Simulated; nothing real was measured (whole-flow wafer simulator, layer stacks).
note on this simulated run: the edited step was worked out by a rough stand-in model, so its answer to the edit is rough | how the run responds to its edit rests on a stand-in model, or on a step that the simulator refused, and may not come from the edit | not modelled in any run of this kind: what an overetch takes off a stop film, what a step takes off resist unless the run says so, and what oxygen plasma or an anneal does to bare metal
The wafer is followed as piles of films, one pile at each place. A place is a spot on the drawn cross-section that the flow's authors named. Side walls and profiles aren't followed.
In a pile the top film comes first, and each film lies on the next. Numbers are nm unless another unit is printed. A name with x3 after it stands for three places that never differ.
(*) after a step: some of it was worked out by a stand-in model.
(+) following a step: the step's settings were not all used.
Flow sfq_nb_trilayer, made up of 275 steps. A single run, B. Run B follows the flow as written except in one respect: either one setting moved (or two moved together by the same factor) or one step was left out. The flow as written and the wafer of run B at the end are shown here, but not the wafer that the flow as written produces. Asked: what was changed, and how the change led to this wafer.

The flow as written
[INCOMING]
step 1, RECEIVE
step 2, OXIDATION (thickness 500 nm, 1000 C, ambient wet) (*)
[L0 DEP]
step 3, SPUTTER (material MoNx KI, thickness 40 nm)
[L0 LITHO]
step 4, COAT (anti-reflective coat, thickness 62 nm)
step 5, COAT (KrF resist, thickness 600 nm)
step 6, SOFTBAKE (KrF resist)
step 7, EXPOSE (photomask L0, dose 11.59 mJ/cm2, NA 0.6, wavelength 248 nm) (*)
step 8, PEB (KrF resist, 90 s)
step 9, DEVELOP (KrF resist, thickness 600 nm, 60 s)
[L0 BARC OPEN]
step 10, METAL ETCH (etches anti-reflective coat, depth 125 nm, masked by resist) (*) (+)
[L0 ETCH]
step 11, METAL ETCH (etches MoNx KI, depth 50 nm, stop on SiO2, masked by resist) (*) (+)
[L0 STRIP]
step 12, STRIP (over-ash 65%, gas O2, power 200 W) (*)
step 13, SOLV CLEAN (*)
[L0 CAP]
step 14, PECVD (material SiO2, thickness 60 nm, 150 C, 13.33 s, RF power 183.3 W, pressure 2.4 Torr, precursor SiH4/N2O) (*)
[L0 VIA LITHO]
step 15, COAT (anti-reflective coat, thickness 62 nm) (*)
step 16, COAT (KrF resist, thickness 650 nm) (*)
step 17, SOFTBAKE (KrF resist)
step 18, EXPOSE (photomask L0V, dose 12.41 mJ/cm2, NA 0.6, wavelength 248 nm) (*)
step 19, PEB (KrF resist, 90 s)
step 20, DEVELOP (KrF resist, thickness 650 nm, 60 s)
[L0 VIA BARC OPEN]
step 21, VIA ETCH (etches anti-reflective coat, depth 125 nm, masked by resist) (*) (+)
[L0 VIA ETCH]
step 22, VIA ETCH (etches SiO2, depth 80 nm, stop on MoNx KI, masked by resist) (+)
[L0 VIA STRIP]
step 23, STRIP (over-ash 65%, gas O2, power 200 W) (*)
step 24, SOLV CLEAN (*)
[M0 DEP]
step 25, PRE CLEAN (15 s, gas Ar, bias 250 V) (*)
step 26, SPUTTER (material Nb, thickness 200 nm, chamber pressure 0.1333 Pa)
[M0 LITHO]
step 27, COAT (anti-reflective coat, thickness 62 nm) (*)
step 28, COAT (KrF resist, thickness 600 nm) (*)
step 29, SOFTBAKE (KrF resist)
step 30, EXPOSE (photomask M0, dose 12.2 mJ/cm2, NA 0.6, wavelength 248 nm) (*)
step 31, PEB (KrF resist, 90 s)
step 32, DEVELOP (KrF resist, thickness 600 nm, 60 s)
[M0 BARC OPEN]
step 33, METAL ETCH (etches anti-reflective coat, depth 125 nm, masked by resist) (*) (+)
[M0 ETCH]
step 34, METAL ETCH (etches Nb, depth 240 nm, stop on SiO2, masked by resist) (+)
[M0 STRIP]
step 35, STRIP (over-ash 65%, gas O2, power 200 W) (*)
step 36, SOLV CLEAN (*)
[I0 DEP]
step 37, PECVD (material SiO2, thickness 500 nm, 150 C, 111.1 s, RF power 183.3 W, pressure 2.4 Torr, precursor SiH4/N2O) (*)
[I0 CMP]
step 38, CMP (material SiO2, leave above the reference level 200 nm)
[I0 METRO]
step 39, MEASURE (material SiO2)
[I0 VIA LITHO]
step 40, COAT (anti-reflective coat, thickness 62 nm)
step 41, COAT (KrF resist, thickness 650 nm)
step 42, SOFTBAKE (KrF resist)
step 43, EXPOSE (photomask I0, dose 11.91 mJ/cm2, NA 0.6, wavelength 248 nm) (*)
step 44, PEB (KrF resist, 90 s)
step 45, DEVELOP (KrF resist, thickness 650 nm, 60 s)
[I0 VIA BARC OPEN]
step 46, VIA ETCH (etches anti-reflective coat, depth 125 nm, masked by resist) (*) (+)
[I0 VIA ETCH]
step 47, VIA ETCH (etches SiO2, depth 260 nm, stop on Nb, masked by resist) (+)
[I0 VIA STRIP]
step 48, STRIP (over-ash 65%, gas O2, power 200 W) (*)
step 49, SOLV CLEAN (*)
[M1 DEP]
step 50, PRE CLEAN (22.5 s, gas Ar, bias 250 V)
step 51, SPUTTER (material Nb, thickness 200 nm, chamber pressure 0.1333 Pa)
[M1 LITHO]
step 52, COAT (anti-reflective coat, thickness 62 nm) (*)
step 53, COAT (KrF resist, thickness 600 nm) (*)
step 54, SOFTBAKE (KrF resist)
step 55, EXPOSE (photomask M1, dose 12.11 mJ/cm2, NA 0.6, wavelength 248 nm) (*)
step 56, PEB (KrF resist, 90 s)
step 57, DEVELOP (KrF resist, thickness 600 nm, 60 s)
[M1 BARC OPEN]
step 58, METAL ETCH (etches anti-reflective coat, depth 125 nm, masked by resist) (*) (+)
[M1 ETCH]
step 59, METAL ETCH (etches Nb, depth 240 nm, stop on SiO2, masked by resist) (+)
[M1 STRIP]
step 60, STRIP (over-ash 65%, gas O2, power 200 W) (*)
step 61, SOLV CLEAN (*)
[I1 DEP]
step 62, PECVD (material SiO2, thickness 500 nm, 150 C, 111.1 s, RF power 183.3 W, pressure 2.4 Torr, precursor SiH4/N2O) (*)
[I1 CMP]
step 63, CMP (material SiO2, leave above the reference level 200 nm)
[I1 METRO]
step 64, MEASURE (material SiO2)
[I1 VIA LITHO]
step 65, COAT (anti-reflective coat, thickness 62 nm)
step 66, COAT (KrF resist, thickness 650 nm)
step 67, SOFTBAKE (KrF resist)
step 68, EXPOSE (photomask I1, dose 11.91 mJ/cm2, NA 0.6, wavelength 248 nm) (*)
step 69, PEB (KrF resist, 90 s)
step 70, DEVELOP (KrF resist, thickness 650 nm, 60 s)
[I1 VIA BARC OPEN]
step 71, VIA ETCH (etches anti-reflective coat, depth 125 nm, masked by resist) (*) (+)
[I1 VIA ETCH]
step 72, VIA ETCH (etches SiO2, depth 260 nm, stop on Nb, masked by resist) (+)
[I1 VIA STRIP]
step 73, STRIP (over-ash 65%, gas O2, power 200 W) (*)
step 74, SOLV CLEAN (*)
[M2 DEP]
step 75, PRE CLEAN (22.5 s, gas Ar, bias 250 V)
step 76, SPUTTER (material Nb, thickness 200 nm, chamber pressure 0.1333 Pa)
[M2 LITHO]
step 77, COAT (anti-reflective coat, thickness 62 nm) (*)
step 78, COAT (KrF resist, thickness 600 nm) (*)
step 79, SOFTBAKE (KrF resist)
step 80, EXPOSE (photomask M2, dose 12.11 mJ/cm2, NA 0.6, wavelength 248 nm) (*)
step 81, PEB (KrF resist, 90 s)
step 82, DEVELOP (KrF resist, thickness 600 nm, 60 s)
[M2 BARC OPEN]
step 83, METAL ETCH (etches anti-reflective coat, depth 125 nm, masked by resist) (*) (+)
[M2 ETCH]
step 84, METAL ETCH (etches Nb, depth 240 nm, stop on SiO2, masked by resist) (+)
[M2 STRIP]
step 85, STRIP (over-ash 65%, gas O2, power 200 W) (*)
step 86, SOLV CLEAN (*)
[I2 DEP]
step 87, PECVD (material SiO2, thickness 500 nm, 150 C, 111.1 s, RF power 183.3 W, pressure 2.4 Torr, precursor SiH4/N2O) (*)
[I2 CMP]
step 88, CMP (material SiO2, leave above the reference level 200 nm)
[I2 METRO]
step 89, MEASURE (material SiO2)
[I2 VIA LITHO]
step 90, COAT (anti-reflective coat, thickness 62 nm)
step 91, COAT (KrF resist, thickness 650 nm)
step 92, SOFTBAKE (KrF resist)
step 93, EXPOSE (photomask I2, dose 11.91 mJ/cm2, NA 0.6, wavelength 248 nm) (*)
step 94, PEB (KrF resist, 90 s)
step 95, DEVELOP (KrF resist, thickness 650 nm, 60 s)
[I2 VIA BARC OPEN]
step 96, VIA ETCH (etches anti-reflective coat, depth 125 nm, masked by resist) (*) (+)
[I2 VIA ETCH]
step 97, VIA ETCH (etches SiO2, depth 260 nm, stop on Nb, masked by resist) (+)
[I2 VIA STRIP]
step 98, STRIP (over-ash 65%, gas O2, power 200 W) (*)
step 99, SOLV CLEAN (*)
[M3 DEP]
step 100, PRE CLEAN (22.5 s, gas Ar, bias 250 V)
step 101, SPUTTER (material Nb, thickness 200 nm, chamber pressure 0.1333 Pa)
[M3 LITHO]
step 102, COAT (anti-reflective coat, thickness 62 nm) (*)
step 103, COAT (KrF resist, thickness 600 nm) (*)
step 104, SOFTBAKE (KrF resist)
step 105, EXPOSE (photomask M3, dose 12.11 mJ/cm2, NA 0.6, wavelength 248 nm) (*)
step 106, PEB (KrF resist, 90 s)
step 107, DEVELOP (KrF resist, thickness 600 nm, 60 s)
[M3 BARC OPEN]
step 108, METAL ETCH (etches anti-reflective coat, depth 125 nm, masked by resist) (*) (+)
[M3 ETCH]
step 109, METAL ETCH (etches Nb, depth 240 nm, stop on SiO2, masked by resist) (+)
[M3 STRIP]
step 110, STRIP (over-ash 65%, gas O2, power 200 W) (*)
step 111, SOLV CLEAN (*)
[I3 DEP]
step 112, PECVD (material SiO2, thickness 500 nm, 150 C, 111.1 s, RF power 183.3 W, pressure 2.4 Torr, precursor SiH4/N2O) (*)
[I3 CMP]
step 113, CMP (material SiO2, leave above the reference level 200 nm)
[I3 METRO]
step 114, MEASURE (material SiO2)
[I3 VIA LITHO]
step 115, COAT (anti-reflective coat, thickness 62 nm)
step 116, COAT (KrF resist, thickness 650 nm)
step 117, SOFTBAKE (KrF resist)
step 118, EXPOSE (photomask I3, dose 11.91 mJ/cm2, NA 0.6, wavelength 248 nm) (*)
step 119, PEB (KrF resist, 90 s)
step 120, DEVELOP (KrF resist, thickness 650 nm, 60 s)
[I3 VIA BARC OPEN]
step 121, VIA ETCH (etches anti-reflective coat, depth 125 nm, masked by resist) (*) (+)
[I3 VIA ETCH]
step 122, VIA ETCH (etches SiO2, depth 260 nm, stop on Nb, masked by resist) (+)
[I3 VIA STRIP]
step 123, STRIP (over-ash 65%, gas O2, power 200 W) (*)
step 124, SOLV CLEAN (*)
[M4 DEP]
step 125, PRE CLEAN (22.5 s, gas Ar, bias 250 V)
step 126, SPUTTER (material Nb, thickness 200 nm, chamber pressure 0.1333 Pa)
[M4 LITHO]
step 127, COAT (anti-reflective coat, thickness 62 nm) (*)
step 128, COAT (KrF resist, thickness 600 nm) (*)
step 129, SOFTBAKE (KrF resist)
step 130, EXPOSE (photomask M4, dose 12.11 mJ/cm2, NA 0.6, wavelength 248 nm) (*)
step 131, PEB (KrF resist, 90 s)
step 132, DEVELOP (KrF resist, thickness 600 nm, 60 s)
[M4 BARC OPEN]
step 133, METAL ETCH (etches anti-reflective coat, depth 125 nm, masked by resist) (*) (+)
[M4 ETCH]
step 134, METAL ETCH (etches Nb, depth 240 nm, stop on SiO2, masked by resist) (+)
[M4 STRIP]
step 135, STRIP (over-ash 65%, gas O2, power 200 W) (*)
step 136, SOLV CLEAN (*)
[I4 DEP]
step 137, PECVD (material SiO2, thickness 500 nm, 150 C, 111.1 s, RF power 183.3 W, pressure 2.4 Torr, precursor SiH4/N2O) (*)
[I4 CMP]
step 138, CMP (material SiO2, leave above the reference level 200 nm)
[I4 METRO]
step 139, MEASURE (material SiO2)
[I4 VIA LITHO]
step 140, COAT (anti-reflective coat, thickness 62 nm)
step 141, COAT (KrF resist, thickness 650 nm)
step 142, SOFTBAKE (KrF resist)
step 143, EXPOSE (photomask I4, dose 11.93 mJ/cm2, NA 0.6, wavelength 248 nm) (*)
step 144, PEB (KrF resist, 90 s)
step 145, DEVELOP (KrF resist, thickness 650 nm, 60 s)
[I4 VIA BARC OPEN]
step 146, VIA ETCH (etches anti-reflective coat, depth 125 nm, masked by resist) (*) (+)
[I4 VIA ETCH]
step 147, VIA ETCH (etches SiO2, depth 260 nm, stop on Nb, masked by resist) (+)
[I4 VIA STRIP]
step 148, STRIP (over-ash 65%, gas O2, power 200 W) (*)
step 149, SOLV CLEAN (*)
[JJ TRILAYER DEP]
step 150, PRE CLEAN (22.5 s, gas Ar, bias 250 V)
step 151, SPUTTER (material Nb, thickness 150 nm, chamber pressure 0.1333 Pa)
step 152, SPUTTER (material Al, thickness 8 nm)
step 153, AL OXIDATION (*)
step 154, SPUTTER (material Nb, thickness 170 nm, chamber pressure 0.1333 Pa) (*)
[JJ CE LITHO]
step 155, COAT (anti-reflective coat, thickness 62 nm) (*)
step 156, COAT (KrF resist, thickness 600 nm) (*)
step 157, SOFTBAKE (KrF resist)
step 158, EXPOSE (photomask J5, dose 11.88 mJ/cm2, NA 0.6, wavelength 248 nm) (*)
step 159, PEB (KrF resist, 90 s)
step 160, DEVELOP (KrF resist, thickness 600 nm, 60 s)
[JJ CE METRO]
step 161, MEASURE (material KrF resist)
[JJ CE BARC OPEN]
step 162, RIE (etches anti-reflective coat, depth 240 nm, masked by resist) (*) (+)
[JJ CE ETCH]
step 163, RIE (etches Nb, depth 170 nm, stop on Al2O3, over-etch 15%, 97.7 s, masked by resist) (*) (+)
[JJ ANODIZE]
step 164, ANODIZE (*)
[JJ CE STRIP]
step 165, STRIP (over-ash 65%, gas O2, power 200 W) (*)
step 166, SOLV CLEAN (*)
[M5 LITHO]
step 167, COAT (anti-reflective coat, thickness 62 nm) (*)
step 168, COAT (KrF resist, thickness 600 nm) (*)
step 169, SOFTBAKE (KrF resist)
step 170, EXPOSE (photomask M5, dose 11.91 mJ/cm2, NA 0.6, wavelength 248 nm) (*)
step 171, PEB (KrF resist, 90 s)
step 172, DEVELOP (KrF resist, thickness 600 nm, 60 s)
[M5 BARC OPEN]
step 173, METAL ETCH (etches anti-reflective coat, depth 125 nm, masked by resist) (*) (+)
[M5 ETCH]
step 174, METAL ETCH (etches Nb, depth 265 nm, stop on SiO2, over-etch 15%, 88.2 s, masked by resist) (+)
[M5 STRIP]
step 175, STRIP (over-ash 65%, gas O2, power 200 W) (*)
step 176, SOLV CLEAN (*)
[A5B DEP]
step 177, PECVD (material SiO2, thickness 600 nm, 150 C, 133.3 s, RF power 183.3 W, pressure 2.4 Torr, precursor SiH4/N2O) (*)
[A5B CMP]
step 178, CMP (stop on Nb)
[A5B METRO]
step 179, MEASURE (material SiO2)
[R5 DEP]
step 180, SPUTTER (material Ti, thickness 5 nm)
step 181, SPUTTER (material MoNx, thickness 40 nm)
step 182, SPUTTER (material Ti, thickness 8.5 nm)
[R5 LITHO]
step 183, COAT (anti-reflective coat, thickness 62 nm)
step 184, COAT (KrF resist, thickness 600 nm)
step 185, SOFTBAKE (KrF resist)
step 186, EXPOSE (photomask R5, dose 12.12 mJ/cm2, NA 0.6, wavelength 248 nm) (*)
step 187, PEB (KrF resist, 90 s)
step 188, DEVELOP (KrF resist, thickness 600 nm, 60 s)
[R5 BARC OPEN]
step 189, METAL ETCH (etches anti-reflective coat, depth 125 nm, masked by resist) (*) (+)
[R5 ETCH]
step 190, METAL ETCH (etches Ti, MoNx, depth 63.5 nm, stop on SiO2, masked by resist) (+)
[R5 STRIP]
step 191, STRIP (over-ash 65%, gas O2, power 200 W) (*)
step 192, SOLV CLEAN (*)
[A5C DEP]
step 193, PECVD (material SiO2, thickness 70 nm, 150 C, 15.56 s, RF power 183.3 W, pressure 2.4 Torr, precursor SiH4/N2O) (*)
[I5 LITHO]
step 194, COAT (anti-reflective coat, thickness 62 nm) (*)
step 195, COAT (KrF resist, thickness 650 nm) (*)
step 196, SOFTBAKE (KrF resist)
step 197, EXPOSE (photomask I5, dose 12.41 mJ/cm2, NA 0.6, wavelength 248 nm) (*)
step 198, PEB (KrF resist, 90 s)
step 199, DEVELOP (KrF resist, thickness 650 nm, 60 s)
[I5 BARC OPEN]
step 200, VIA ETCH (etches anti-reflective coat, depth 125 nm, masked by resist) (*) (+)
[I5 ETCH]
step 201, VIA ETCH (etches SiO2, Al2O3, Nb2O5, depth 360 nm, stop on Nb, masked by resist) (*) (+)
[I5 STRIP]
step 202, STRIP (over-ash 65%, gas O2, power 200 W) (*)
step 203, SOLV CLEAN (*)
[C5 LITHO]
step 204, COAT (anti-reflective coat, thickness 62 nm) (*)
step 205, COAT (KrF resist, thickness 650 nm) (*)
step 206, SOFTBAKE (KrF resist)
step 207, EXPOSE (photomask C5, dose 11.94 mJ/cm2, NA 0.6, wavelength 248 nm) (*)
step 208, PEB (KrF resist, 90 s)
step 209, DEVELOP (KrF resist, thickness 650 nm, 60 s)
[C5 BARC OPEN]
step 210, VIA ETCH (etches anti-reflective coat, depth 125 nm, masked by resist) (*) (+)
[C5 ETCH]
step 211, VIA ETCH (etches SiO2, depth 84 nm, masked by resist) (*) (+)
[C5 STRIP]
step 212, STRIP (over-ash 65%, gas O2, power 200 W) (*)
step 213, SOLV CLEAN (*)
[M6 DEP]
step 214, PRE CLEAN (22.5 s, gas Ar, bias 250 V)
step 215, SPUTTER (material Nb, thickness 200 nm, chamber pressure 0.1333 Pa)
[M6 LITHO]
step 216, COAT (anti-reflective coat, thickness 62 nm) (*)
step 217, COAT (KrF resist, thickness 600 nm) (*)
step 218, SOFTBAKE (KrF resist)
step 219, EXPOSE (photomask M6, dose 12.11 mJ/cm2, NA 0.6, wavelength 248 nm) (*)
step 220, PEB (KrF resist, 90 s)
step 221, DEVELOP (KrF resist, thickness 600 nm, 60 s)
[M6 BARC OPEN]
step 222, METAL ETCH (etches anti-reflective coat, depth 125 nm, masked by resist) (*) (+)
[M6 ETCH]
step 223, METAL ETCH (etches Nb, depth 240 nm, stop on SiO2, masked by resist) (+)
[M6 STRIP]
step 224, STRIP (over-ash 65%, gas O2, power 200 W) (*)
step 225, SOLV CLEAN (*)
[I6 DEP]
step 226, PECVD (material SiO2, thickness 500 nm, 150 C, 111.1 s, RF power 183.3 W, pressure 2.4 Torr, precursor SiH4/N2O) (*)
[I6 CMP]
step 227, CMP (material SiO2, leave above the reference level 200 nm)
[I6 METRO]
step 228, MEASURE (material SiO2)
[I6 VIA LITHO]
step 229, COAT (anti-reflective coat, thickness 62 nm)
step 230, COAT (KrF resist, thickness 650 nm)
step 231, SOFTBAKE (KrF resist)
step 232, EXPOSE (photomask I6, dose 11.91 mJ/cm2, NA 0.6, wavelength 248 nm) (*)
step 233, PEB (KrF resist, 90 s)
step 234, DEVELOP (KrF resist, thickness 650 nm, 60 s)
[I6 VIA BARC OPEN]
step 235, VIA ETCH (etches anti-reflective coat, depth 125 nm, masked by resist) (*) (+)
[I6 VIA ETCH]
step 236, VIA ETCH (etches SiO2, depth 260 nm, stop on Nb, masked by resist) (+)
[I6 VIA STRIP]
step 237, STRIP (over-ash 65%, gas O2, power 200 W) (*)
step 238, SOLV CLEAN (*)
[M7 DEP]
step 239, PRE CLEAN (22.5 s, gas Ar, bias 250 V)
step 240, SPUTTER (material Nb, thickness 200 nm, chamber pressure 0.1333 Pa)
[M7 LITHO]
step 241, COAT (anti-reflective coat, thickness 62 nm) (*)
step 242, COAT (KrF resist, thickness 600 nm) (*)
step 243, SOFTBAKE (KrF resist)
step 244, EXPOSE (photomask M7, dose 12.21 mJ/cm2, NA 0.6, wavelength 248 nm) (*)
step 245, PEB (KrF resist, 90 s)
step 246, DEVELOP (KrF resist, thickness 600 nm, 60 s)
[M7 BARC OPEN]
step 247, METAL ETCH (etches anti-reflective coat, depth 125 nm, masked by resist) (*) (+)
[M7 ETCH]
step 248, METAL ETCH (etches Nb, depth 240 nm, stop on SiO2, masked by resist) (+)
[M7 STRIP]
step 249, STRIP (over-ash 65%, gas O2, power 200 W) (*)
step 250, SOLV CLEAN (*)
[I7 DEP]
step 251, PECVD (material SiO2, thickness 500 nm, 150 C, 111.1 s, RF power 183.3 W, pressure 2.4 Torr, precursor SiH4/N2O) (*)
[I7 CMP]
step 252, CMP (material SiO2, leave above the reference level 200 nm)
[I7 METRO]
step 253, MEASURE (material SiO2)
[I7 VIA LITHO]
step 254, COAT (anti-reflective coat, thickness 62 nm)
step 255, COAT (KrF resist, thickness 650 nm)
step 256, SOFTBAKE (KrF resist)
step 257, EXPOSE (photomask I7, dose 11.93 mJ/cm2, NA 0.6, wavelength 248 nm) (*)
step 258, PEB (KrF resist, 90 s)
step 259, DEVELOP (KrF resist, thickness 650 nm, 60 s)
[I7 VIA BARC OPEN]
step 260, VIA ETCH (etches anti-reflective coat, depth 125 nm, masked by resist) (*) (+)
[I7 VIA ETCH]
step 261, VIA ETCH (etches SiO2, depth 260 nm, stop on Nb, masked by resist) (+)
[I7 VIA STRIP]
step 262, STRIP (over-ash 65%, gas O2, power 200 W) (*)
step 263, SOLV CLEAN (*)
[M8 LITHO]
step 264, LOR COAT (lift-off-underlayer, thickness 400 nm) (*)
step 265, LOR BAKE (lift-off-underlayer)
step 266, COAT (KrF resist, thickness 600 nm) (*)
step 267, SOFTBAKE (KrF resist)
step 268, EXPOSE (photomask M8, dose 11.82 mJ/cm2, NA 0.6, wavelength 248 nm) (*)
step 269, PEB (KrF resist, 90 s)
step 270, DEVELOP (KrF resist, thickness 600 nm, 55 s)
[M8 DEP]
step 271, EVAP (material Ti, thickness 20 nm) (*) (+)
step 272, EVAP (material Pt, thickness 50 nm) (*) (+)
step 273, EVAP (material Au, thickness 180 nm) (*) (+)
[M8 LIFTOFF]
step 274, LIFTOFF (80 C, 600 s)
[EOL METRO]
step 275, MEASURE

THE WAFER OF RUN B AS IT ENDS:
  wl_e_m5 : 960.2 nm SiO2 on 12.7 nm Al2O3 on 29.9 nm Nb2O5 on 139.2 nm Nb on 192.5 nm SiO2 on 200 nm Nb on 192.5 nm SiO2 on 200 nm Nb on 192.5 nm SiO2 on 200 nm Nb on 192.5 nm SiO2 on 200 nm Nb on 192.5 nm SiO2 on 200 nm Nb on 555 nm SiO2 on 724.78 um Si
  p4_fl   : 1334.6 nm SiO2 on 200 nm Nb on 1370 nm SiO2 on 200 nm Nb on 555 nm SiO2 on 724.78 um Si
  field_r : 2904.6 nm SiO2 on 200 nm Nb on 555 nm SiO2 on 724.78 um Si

The reason: step 193, PECVD: thickness 28.7 nm was run, though the flow has thickness 70 nm; step 193, PECVD: 6.378 s was run, where the flow has 15.56 s.

The path from the change to this, step by step:
  step 193, PECVD (material SiO2, thickness 70 nm, 150 C, 15.56 s, RF power 183.3 W, pressure 2.4 Torr, precursor SiH4/N2O) (*)
      field_l, v_sur, via_wl and 92 more: SiO2 gains 28.7 (it would be, as written: SiO2 gains 70)
      ce_l, c5j, ce_r and 8 more: SiO2 gains 28.7 (new film) (it would be, as written: SiO2 gains 70 (new film))
  step 194, COAT (anti-reflective coat, thickness 62 nm) (*)
      r5r_spacepad_l, r5r_spacepad_r: anti-reflective coat gains 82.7 (new film) (it would be, as written: anti-reflective coat gains 84.4 (new film))
      r5r_line_c, r5r_line_r: anti-reflective coat gains 48.4 (new film) (it would be, as written: anti-reflective coat gains 49.4 (new film))
      (as well as at 1 more place)
  step 201, VIA ETCH (etches SiO2, Al2O3, Nb2O5, depth 360 nm, stop on Nb, masked by resist) (*) (+)
      be: SiO2 loses 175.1 (all of it), Al2O3 loses 12.7 (all of it), Nb2O5 loses 29.9 (all of it) (it would be, as written: SiO2 loses 216.4 (all of it), Al2O3 loses 12.7 (all of it), Nb2O5 loses 29.9 (all of it))
  step 202, STRIP (over-ash 65%, gas O2, power 200 W) (*)
      r5r_spacepad_l, r5r_spacepad_r: KrF resist loses 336 (all of it), anti-reflective coat loses 82.7 (all of it) (it would be, as written: KrF resist loses 335.6 (all of it), anti-reflective coat loses 84.4 (all of it))
      r5r_line_c, r5r_line_r: KrF resist loses 317.2 (all of it), anti-reflective coat loses 48.4 (all of it) (it would be, as written: KrF resist loses 317.5 (all of it), anti-reflective coat loses 49.4 (all of it))
      (as well as at 1 more place)
  step 204, COAT (anti-reflective coat, thickness 62 nm) (*)
      r5r_spacepad_l, r5r_spacepad_r: anti-reflective coat gains 82.7 (new film) (it would be, as written: anti-reflective coat gains 84.4 (new film))
      r5r_line_c, r5r_line_r: anti-reflective coat gains 48.4 (new film) (it would be, as written: anti-reflective coat gains 49.4 (new film))
      (as well as at 4 more places)
  step 205, COAT (KrF resist, thickness 650 nm) (*)
      be: KrF resist gains 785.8 (new film) (it would be, as written: KrF resist gains 815.3 (new film))
  step 211, VIA ETCH (etches SiO2, depth 84 nm, masked by resist) (*) (+)
      field_l, v_sur, via_wl and 101 more: KrF resist loses 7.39 (it would be, as written: KrF resist loses 14.5)
      c5j: SiO2 loses 28.6 (all of it), Nb loses 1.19 (it would be, as written: SiO2 loses 69.9 (all of it), Nb loses 1.18)
      (as well as at 1 more place)
  step 212, STRIP (over-ash 65%, gas O2, power 200 W) (*)
      r5r_spacepad_l, r5r_spacepad_r: KrF resist loses 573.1 (all of it), anti-reflective coat loses 82.7 (all of it) (it would be, as written: KrF resist loses 565.8 (all of it), anti-reflective coat loses 84.4 (all of it))
      r5r_line_c, r5r_line_r: KrF resist loses 554.4 (all of it), anti-reflective coat loses 48.4 (all of it) (it would be, as written: KrF resist loses 547.6 (all of it), anti-reflective coat loses 49.4 (all of it))
      (as well as at 4 more places)
  step 215, SPUTTER (material Nb, thickness 200 nm, chamber pressure 0.1333 Pa)
      be: Nb gains 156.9 (it would be, as written: Nb gains 147.3)
      c5j: Nb gains 200 (it would be, as written: Nb gains 188.4)
      (as well as at 1 more place)
  step 216, COAT (anti-reflective coat, thickness 62 nm) (*)
      wire: anti-reflective coat gains 49.5 (new film) (it would be, as written: anti-reflective coat gains 48.3 (new film))
      be: anti-reflective coat gains 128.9 (new film) (it would be, as written: anti-reflective coat gains 136.7 (new film))
      (as well as at 9 more places)
  step 217, COAT (KrF resist, thickness 600 nm) (*)
      be: KrF resist gains 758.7 (new film) (it would be, as written: KrF resist gains 793.9 (new film))
      c5j: KrF resist gains 618.8 (new film) (it would be, as written: KrF resist gains 636 (new film))
      (as well as at 1 more place)
  step 224, STRIP (over-ash 65%, gas O2, power 200 W) (*)
      wire: KrF resist loses 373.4 (all of it), anti-reflective coat loses 49.5 (all of it) (it would be, as written: KrF resist loses 369.8 (all of it), anti-reflective coat loses 48.3 (all of it))
      be: KrF resist loses 540.6 (all of it), anti-reflective coat loses 128.9 (all of it) (it would be, as written: KrF resist loses 575.8 (all of it), anti-reflective coat loses 136.7 (all of it))
      (as well as at 9 more places)
  step 226, PECVD (material SiO2, thickness 500 nm, 150 C, 111.1 s, RF power 183.3 W, pressure 2.4 Torr, precursor SiH4/N2O) (*)
      be: SiO2 gains 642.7 (new film) (it would be, as written: SiO2 gains 693.5 (new film))
      c5j: SiO2 gains 500 (new film) (it would be, as written: SiO2 gains 514.7 (new film))
  step 227, CMP (material SiO2, leave above the reference level 200 nm)
      c5j: SiO2 loses 261.2 (it would be, as written: SiO2 loses 223)
      res: SiO2 loses 327.8 (it would be, as written: SiO2 loses 279.4)
